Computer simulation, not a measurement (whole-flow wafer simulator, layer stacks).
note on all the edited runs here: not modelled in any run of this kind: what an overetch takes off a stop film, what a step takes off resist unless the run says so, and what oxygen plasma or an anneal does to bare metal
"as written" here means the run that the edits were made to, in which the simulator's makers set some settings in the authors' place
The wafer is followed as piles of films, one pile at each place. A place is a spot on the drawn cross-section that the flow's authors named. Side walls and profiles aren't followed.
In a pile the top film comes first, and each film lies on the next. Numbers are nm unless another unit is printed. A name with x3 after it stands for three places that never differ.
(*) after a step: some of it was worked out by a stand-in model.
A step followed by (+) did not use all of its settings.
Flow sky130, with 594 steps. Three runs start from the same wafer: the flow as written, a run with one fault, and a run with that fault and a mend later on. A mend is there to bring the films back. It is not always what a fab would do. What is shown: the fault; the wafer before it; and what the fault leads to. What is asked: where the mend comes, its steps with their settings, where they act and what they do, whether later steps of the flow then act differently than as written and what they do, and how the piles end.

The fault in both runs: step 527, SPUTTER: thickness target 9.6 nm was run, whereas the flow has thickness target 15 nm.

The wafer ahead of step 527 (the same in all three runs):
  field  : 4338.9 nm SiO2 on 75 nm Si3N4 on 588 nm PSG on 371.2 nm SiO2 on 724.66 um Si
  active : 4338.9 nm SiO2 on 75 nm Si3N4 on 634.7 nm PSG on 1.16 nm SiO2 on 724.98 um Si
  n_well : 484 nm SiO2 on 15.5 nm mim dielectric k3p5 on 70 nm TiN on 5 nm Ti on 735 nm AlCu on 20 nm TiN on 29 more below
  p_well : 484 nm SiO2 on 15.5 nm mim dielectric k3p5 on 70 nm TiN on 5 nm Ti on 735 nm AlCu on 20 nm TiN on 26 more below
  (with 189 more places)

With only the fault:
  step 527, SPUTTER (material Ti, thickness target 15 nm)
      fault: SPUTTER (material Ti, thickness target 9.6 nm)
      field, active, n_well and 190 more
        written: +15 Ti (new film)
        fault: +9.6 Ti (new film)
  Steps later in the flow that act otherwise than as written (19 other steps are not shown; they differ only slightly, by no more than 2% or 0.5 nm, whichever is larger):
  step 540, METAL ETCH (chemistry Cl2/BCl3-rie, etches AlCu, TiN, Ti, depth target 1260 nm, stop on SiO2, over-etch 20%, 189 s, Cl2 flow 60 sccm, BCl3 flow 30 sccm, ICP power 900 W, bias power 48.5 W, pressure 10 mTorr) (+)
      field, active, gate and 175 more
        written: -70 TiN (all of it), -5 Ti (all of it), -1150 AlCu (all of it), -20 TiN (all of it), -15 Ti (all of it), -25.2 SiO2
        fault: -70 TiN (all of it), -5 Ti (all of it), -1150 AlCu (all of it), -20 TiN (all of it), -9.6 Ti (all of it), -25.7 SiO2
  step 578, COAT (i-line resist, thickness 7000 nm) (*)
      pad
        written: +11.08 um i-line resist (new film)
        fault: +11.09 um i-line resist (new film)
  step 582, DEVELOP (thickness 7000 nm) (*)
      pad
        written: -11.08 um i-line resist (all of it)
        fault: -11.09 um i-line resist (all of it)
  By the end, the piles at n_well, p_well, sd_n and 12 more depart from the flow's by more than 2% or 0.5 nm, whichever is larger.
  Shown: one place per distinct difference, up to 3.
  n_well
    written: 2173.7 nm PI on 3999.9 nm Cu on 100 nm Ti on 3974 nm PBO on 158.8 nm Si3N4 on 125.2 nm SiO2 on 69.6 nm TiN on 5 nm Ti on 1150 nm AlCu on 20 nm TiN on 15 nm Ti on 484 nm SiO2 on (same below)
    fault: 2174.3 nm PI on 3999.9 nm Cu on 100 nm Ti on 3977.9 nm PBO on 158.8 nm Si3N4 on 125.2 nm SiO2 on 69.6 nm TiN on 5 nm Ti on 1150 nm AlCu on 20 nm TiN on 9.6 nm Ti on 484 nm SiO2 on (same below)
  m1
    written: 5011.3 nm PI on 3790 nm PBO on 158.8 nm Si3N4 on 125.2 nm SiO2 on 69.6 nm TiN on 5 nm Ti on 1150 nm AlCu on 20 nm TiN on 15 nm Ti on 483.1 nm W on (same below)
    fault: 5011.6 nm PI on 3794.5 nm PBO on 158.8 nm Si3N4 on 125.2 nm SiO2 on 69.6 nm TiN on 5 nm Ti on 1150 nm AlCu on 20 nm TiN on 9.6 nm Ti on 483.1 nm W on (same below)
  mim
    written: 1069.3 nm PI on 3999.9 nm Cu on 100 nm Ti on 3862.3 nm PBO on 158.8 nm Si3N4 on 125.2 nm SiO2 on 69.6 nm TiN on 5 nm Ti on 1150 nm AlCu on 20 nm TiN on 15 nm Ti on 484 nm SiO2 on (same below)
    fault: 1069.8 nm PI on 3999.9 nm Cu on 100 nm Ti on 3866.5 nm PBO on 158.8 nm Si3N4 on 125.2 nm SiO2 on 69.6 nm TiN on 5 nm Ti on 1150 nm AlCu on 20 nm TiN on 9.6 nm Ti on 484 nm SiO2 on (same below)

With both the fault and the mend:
  The mend stands after step 527.
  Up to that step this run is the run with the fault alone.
  step 527a, SPUTTER (material Ti, thickness target 5.4 nm) (a further turn of the flow's step 527, with different settings)
      field, active, n_well and 190 more
        +5.4 Ti
  Later steps of the flow that are run all act as written at every place that is followed.
  At every place that both follow, the piles at the end match the flow's.
